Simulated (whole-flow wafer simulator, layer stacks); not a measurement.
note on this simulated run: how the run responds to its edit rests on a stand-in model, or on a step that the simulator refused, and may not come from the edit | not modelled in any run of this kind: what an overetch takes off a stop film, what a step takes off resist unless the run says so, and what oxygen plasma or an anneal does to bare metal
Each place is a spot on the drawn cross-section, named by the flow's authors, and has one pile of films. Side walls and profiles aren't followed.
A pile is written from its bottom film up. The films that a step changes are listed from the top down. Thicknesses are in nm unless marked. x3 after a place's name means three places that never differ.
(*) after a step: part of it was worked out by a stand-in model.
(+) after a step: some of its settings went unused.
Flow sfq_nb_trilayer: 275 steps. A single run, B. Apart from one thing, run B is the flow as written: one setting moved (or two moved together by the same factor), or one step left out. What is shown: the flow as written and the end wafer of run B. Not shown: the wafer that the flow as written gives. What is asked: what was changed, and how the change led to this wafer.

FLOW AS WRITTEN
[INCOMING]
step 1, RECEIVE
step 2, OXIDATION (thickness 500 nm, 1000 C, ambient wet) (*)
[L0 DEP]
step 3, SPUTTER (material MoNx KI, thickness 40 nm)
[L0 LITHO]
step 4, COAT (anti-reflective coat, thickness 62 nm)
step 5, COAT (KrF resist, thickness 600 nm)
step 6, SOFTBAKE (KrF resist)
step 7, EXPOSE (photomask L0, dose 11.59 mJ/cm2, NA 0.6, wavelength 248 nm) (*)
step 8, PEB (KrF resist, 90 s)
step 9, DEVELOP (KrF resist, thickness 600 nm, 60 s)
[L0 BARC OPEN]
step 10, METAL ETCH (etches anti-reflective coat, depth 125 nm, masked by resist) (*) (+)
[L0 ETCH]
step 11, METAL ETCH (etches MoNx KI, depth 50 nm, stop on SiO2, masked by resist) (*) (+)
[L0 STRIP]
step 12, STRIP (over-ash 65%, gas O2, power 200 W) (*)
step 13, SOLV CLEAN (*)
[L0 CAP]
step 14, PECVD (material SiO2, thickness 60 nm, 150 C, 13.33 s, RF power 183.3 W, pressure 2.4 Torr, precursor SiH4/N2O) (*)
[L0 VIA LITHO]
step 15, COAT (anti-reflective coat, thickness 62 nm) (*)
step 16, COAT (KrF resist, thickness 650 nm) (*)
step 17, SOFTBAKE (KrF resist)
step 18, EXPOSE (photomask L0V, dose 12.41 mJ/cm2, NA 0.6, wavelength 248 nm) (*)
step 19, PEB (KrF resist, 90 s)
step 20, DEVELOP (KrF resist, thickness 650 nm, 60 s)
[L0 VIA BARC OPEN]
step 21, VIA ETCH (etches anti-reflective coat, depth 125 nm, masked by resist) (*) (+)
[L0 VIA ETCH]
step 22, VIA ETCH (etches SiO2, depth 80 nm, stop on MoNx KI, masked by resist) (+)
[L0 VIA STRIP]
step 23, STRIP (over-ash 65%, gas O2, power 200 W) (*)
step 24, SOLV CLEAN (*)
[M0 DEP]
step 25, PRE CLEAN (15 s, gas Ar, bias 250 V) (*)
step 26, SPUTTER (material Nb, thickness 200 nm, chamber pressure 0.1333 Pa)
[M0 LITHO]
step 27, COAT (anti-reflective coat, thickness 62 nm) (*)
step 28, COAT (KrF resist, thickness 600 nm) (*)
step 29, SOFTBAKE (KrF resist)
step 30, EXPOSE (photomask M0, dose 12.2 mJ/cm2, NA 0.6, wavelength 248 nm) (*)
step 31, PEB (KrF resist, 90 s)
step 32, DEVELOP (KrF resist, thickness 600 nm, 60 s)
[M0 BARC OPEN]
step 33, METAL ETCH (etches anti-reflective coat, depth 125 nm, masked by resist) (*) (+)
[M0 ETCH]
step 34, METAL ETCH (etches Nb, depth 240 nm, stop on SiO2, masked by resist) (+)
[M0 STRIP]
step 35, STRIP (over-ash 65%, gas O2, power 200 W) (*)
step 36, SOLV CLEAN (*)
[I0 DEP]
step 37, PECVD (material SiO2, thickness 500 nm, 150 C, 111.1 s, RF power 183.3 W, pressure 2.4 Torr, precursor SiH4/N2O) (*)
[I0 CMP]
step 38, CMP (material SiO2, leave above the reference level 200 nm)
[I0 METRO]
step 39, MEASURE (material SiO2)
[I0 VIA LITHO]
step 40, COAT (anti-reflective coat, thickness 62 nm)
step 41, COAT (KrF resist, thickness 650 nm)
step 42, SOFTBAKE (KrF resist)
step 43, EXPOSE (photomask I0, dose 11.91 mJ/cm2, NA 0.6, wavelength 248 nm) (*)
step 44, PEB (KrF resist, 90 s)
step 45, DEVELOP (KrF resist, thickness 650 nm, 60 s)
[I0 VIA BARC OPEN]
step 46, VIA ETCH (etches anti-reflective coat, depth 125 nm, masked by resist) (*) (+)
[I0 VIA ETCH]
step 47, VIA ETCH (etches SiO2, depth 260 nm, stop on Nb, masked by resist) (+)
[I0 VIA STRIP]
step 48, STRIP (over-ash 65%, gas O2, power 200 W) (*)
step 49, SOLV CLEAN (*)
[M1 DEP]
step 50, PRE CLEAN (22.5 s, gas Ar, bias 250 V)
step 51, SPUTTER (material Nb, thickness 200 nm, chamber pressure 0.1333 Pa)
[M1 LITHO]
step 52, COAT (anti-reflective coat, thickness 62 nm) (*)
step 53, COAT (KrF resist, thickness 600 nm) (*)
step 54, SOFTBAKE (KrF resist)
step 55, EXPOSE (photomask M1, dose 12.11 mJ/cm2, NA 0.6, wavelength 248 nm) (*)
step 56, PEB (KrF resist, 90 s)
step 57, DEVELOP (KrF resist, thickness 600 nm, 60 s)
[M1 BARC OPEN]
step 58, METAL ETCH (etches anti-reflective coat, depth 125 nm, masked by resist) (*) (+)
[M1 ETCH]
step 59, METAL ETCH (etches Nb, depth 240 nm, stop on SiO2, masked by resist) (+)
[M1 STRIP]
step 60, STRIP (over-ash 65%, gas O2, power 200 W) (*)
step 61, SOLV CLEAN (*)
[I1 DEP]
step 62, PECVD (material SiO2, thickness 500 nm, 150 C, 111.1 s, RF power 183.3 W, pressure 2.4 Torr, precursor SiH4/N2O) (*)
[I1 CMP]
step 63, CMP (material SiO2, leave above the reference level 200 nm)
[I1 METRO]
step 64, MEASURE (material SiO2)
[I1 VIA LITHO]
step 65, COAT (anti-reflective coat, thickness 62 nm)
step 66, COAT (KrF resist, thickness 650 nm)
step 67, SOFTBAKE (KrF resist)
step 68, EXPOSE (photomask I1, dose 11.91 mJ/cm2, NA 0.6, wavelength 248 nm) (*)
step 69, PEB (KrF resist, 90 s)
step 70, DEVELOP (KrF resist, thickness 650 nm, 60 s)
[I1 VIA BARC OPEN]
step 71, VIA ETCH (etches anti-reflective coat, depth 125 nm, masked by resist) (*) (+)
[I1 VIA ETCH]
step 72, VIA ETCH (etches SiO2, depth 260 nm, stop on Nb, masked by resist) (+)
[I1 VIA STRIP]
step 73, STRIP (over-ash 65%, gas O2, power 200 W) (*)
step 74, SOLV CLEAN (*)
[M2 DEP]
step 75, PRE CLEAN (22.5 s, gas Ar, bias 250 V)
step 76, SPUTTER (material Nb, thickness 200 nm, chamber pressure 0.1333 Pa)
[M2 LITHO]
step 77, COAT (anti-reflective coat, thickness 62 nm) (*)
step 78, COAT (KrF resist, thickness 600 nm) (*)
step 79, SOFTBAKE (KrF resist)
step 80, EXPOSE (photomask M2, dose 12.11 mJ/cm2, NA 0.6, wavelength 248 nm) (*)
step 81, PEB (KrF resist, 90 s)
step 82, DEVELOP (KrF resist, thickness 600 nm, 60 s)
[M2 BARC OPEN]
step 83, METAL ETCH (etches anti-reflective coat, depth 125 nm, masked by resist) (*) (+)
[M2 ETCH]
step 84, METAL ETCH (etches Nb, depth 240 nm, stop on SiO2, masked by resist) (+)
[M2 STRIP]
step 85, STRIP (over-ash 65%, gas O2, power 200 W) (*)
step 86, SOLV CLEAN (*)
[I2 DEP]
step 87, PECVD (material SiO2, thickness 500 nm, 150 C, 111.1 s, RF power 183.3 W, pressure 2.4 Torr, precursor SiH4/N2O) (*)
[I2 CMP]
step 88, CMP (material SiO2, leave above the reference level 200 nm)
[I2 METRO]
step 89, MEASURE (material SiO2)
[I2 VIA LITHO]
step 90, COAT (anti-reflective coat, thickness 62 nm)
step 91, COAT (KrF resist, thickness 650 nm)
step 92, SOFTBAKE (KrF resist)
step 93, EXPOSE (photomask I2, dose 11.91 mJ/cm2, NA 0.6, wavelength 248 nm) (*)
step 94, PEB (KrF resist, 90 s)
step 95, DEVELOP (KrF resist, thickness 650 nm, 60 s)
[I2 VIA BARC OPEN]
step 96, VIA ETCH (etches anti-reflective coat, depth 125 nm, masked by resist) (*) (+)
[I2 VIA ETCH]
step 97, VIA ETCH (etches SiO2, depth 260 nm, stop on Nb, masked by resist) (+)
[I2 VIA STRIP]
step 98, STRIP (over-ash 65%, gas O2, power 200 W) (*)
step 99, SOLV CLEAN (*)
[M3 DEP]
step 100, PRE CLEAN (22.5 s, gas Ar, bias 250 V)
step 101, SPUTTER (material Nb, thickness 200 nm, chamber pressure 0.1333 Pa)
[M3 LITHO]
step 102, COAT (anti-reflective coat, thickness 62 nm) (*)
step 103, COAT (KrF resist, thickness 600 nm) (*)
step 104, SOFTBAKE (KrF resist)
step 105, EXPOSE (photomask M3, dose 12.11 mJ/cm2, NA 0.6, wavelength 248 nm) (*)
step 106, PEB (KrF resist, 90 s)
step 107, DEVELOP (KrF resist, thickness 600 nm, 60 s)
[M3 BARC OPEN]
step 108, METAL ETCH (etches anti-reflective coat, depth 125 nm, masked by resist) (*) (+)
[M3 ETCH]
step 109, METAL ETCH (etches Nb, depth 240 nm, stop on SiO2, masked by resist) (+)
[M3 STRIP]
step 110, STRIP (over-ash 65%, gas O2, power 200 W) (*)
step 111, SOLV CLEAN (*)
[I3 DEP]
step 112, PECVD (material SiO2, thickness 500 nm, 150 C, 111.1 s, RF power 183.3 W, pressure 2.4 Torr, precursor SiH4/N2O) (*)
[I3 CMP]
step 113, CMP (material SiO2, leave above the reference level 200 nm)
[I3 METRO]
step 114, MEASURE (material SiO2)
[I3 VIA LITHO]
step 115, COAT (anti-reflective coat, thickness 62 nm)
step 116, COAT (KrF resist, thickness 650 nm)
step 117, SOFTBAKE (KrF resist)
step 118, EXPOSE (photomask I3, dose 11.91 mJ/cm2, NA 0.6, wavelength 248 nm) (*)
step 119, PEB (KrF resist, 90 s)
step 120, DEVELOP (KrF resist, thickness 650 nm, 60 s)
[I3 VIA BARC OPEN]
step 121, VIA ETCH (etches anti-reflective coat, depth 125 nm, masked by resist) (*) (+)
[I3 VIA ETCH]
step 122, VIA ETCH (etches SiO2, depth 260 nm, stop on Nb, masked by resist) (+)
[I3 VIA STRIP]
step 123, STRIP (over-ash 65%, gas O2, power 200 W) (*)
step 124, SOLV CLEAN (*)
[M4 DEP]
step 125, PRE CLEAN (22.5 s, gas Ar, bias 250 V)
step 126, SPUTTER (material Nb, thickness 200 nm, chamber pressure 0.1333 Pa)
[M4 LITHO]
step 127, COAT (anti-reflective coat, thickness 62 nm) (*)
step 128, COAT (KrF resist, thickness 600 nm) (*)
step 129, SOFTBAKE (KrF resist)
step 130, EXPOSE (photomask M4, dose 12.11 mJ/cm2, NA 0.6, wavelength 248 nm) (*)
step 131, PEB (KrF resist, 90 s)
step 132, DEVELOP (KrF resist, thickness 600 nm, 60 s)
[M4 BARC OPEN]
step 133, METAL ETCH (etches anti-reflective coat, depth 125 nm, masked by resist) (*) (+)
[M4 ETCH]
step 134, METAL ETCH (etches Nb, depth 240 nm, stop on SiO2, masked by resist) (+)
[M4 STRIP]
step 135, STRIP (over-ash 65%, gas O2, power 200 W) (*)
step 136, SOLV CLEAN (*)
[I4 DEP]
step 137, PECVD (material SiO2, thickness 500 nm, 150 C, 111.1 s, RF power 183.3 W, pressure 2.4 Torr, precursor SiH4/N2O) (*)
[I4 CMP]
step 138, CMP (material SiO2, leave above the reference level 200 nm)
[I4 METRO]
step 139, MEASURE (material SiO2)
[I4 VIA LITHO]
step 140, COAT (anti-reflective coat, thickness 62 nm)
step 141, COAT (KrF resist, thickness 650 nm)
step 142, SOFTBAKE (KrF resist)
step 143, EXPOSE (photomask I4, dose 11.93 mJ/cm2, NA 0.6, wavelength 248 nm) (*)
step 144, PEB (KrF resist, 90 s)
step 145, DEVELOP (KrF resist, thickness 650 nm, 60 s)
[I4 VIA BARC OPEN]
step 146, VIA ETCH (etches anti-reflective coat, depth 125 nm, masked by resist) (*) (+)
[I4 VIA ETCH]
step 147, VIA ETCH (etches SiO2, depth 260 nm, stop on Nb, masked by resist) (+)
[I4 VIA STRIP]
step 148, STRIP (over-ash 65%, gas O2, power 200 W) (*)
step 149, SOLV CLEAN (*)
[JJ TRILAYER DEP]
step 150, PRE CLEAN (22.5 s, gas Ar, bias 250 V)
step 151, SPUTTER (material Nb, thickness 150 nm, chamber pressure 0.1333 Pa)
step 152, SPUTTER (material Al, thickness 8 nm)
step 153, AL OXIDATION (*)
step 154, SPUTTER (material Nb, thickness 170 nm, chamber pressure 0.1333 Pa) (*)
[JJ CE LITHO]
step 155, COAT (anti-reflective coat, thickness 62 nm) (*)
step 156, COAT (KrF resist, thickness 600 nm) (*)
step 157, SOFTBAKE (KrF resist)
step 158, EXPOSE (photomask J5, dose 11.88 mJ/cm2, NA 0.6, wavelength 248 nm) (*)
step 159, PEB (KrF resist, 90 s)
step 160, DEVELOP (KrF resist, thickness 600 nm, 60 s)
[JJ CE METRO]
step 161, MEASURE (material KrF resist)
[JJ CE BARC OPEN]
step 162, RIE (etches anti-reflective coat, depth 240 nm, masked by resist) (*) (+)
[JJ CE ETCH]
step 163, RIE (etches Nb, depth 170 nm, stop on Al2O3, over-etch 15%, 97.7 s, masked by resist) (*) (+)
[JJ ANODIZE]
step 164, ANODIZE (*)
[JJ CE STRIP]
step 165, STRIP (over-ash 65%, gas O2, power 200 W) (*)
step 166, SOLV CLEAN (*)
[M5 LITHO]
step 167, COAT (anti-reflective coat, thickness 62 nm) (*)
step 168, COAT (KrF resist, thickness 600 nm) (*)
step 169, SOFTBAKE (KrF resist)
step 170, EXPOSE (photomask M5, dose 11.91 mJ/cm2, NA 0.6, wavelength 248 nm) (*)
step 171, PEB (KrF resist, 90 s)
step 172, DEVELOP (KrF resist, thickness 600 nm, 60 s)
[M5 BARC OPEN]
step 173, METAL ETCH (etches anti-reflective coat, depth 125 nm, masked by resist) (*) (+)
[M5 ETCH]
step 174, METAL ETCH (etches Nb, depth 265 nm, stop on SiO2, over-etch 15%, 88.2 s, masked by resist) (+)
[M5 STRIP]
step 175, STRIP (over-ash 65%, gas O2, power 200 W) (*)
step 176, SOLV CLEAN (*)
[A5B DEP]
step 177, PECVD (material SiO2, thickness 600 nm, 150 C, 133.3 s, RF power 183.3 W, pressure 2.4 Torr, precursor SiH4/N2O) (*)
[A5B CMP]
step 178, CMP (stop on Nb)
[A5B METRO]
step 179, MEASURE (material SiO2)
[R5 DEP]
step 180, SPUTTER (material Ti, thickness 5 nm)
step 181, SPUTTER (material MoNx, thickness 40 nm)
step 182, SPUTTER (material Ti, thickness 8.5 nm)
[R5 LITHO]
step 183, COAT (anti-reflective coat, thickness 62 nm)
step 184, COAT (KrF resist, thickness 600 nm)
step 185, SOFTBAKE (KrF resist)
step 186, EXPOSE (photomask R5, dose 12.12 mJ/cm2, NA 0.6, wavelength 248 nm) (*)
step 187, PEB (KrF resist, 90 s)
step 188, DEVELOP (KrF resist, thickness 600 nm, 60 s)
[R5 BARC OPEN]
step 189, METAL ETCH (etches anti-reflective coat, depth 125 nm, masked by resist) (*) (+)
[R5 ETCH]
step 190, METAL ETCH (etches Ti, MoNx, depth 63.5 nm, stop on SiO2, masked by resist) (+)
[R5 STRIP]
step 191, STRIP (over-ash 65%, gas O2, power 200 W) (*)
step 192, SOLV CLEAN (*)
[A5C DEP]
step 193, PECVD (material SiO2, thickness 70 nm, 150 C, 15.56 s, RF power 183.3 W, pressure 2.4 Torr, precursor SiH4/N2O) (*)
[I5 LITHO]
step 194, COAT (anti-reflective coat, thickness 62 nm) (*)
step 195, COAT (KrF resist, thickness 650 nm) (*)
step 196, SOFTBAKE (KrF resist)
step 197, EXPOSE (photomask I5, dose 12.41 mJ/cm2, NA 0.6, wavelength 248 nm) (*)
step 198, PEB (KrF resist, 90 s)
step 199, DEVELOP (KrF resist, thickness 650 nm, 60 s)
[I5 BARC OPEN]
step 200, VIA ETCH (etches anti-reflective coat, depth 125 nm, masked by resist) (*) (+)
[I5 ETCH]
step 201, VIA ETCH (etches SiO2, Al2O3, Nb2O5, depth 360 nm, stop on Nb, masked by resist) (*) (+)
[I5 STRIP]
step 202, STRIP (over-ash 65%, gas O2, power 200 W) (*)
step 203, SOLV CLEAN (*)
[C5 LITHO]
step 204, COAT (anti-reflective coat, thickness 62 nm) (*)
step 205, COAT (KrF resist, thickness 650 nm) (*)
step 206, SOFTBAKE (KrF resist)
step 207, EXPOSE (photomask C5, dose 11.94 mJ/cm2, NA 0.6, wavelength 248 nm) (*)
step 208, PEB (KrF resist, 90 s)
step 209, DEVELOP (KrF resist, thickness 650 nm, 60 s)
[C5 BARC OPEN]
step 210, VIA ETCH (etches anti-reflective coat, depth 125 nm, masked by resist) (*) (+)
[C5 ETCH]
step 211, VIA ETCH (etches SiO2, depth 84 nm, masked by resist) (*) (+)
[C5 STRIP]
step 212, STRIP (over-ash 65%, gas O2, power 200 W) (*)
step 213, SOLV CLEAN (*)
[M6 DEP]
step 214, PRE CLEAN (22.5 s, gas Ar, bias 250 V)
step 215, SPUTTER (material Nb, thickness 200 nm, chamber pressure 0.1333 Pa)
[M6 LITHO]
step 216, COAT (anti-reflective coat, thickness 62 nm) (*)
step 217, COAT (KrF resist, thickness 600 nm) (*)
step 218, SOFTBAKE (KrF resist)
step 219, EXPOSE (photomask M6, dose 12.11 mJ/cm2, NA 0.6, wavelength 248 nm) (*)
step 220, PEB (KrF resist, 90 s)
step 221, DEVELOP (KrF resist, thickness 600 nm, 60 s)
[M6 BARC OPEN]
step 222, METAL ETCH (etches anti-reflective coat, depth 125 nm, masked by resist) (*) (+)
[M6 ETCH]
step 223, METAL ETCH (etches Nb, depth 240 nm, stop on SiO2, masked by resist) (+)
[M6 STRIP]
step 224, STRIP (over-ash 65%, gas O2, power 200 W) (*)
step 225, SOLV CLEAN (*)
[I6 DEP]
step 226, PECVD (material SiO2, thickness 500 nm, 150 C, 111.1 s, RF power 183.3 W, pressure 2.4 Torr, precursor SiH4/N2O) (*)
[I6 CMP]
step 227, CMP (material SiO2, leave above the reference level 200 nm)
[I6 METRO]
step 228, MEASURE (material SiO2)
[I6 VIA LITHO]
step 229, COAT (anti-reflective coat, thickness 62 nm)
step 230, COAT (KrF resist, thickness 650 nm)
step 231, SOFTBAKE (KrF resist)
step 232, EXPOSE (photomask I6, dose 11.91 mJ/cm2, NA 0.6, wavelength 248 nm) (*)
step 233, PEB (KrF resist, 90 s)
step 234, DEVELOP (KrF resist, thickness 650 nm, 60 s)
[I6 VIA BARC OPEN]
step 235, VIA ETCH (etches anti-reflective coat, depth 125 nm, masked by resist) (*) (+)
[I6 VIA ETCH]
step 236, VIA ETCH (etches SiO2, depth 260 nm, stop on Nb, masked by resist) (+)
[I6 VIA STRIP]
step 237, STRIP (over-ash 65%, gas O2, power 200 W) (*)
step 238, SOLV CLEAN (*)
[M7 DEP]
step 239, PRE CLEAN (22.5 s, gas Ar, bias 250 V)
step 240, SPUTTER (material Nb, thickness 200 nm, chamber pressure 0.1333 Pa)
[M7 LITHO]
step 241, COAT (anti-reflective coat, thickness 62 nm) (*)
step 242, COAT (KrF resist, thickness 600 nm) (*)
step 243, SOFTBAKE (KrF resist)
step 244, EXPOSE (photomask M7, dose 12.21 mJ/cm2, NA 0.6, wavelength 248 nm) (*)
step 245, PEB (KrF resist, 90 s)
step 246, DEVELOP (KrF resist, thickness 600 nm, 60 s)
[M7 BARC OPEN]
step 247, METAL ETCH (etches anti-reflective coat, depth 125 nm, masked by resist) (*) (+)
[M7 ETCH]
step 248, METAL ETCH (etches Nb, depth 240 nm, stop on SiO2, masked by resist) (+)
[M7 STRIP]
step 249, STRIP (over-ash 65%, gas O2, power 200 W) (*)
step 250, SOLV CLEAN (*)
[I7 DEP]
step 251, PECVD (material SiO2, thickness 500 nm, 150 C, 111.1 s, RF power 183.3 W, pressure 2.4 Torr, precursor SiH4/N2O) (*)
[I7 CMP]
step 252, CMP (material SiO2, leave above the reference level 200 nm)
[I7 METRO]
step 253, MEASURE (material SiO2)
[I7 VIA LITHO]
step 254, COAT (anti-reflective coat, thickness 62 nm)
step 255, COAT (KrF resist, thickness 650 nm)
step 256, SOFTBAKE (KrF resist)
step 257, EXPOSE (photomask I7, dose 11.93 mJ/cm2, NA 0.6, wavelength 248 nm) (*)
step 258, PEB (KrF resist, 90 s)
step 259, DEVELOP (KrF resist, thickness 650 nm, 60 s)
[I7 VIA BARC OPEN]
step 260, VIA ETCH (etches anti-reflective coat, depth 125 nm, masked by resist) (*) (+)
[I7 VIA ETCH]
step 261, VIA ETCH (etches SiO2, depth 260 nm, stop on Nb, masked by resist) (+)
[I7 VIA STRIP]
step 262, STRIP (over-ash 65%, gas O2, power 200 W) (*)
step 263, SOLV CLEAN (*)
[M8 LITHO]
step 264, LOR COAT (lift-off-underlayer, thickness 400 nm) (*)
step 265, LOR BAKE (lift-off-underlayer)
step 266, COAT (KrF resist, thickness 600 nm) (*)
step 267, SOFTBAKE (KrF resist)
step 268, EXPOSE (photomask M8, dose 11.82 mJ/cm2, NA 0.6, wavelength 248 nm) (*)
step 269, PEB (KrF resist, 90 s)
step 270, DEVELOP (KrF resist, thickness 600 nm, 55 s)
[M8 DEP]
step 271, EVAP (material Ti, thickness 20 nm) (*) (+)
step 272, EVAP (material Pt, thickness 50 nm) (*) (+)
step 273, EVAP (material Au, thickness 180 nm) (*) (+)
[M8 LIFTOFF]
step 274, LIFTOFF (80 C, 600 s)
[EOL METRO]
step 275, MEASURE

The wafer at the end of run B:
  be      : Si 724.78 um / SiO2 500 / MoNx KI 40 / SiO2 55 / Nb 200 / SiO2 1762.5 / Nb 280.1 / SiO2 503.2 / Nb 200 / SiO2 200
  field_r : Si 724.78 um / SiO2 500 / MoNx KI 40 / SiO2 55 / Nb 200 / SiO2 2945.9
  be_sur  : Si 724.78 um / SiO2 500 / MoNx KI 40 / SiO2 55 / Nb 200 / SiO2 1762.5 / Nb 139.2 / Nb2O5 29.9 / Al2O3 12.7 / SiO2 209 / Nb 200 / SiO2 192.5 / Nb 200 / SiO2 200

Cause: step 10, METAL ETCH: etches anti-reflective coat, depth 125 nm, masked by resist (*) (+), was omitted.

The path from the change to this, step by step:
  step 11, METAL ETCH (etches MoNx KI, depth 50 nm, stop on SiO2, masked by resist) (*) (+)
      v_sur, via_wl, via_w and 97 more: -50 anti-reflective coat (it would be, as written: -40 MoNx KI (all of it))
  step 12, STRIP (over-ash 65%, gas O2, power 200 W) (*)
      v_sur, via_wl, via_w and 97 more: -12 anti-reflective coat (all of it) (it would be, as written: nothing)
      field_l, l0_sur, l0v, l0r_line_l, l0r_line_c, l0r_line_r: -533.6 KrF resist (all of it), -62 anti-reflective coat (all of it) (it would be, as written: -481.9 KrF resist (all of it), -62 anti-reflective coat (all of it))
  step 14, PECVD (material SiO2, thickness 60 nm, 150 C, 13.33 s, RF power 183.3 W, pressure 2.4 Torr, precursor SiH4/N2O) (*)
      v_sur, via_wl, via_w and 97 more: +60 SiO2 (new film) (it would be, as written: +60 SiO2)
  step 15, COAT (anti-reflective coat, thickness 62 nm) (*)
      be_sur, gap, jj_sur and 8 more: +62 anti-reflective coat (new film) (it would be, as written: +63.7 anti-reflective coat (new film))
      wire, be, moat, field_r: +62 anti-reflective coat (new film) (it would be, as written: +63.8 anti-reflective coat (new film))
      (and at 18 other places as well)
  step 16, COAT (KrF resist, thickness 650 nm) (*)
      via_wl: +650 KrF resist (new film) (it would be, as written: +664 KrF resist (new film))
      l0r_space_c: +650 KrF resist (new film) (it would be, as written: +665.9 KrF resist (new film))
  step 21, VIA ETCH (etches anti-reflective coat, depth 125 nm, masked by resist) (*) (+)
      field_l, v_sur, via_wl and 102 more: -51.7 KrF resist (it would be, as written: -50.4 KrF resist)
      l0v: -62 anti-reflective coat (all of it), -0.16 SiO2 (it would be, as written: -60.4 anti-reflective coat (all of it), -0.15 SiO2)
  step 23, STRIP (over-ash 65%, gas O2, power 200 W) (*)
      gap, jj_sur, ce_l, c5j, be_r, r_sur, res: -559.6 KrF resist (all of it), -62 anti-reflective coat (all of it) (it would be, as written: -567.9 KrF resist (all of it), -63.7 anti-reflective coat (all of it))
      l0r_line_l, l0r_line_c, l0r_line_r: -559.6 KrF resist (all of it), -62 anti-reflective coat (all of it) (it would be, as written: -557 KrF resist (all of it), -59 anti-reflective coat (all of it))
      (and at 22 other places as well)
  step 27, COAT (anti-reflective coat, thickness 62 nm) (*)
      gap, jj_sur, ce_l and 7 more: +61.9 anti-reflective coat (new film) (it would be, as written: +63.6 anti-reflective coat (new film))
      be, be_sur, moat, field_r, lsp_l: +61.9 anti-reflective coat (new film) (it would be, as written: +63.7 anti-reflective coat (new film))
      (and at 18 other places as well)
  step 28, COAT (KrF resist, thickness 600 nm) (*)
      via_wl: +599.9 KrF resist (new film) (it would be, as written: +613.6 KrF resist (new film))
      l0r_space_c: +600 KrF resist (new film) (it would be, as written: +615.3 KrF resist (new film))
  step 33, METAL ETCH (etches anti-reflective coat, depth 125 nm, masked by resist) (*) (+)
      moat: -61.9 anti-reflective coat (all of it) (it would be, as written: -63.7 anti-reflective coat (all of it))
  step 35, STRIP (over-ash 65%, gas O2, power 200 W) (*)
      c5j, ce_r, sp_r, be_r: -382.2 KrF resist (all of it), -61.9 anti-reflective coat (all of it) (it would be, as written: -389 KrF resist (all of it), -63.6 anti-reflective coat (all of it))
      jj_sur, ce_l: -382.2 KrF resist (all of it), -61.9 anti-reflective coat (all of it) (it would be, as written: -389.1 KrF resist (all of it), -63.6 anti-reflective coat (all of it))
      (and at 26 other places as well)
  step 38, CMP (material SiO2, leave above the reference level 200 nm)
      field_l, l0_sur, l0r_line_l, l0r_line_c, l0r_line_r: -300 SiO2 (it would be, as written: -340 SiO2)
      l0v: -237.8 SiO2 (it would be, as written: -277.8 SiO2)
Taking metal films that touch as one body, be has 4 bodies (between them, from the top down: SiO2 503.2; SiO2 1762.5; SiO2 55); the flow as written gives 3 bodies (between them, from the top down: SiO2 503.2; SiO2 1762.5).
Taking metal films that touch as one body, field_r has 2 bodies (between them, from the top down: SiO2 55); the flow as written gives 1 body.
Taking metal films that touch as one body, be_sur has 5 bodies (between them, from the top down: SiO2 192.5; SiO2 209 / Al2O3 12.7 / Nb2O5 29.9; SiO2 1762.5; SiO2 55); the flow as written gives 4 bodies (between them, from the top down: SiO2 192.5; SiO2 209 / Al2O3 12.7 / Nb2O5 29.9; SiO2 1762.5).
